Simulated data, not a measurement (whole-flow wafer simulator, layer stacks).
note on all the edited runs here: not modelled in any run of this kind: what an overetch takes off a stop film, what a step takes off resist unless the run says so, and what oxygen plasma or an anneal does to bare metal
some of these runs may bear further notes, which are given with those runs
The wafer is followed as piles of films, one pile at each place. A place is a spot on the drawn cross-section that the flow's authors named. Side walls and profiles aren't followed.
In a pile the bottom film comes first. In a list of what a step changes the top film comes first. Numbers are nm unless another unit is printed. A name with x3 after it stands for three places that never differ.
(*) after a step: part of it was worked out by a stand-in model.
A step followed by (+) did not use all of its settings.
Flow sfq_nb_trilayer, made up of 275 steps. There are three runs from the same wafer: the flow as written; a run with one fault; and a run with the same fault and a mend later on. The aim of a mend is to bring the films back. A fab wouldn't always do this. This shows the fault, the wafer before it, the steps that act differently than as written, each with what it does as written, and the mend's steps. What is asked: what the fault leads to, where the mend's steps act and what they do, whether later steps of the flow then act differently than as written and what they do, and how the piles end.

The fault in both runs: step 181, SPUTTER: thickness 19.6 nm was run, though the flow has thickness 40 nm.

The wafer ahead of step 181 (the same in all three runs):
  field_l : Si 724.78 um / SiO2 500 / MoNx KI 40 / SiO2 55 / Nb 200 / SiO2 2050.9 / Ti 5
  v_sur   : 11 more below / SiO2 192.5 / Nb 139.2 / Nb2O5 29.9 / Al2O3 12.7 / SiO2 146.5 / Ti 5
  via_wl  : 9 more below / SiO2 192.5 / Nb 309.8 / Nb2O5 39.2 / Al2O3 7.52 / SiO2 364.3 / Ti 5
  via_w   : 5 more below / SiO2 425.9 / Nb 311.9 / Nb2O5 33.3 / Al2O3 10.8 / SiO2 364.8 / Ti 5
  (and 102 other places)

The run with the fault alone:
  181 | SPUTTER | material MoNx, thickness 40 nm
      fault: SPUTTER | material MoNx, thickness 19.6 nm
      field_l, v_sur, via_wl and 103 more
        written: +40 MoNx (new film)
        fault: +19.6 MoNx (new film)
  Steps later in the flow that act otherwise than as written (11 more steps, not shown, differ only slightly: by at most 2% or 0.5 nm, whichever is larger):
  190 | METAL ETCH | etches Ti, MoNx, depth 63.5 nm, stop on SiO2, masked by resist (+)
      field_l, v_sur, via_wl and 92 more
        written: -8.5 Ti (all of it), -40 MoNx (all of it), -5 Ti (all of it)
        fault: -8.5 Ti (all of it), -19.6 MoNx (all of it), -5 Ti (all of it)
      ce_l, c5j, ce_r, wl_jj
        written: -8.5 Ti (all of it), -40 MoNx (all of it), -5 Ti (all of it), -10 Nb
        fault: -8.5 Ti (all of it), -19.6 MoNx (all of it), -5 Ti (all of it), -30.4 Nb
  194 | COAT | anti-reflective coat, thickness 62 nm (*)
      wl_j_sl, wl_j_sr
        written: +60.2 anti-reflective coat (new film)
        fault: +56.9 anti-reflective coat (new film)
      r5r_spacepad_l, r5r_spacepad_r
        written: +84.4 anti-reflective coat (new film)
        fault: +75.6 anti-reflective coat (new film)
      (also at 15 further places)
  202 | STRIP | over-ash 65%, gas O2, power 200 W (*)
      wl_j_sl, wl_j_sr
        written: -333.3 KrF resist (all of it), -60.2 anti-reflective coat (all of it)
        fault: -333.4 KrF resist (all of it), -56.9 anti-reflective coat (all of it)
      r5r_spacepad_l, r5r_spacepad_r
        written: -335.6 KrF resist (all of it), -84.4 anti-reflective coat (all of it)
        fault: -334.8 KrF resist (all of it), -75.6 anti-reflective coat (all of it)
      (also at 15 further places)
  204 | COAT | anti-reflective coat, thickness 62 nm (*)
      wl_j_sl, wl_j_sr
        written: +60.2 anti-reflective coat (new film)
        fault: +56.9 anti-reflective coat (new film)
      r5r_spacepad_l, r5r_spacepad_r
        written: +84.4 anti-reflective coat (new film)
        fault: +75.6 anti-reflective coat (new film)
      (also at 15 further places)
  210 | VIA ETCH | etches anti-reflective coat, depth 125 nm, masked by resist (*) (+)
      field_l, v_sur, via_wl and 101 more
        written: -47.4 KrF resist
        fault: -48.7 KrF resist
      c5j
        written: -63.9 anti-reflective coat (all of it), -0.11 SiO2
        fault: -69.4 anti-reflective coat (all of it), -0.09 SiO2
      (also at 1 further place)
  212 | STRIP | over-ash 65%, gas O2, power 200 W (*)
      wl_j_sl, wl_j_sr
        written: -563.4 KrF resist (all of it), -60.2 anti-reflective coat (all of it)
        fault: -561.9 KrF resist (all of it), -56.9 anti-reflective coat (all of it)
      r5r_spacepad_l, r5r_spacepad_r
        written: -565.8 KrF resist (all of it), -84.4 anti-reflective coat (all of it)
        fault: -563.4 KrF resist (all of it), -75.6 anti-reflective coat (all of it)
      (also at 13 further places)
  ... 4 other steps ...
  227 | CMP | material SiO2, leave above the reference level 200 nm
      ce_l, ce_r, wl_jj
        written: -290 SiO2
        fault: -269.6 SiO2
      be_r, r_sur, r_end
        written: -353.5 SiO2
        fault: -333.1 SiO2
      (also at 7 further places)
  At ce_l, c5j, ce_r and 8 more, the piles at the end differ from the flow's by more than 2% or 0.5 nm, whichever is larger.
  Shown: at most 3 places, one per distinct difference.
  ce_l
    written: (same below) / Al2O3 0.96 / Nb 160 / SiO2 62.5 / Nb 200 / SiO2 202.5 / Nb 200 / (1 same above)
    fault: (same below) / Al2O3 0.96 / Nb 139.6 / SiO2 62.5 / Nb 200 / SiO2 222.9 / Nb 200 / (1 same above)
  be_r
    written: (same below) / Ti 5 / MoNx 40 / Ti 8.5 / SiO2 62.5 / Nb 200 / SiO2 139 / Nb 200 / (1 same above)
    fault: (same below) / Ti 5 / MoNx 19.6 / Ti 8.5 / SiO2 62.5 / Nb 200 / SiO2 159.4 / Nb 200 / (1 same above)
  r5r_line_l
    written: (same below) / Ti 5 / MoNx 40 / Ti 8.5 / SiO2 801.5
    fault: (same below) / Ti 5 / MoNx 19.6 / Ti 8.5 / SiO2 821.9

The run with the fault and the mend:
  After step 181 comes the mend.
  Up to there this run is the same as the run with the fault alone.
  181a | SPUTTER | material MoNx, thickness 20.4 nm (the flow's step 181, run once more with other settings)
      field_l, v_sur, via_wl and 103 more
        +20.4 MoNx
  Later steps of the flow that are run all act as written at every place that is followed.
  At every place that both follow, the piles at the end match the flow's.
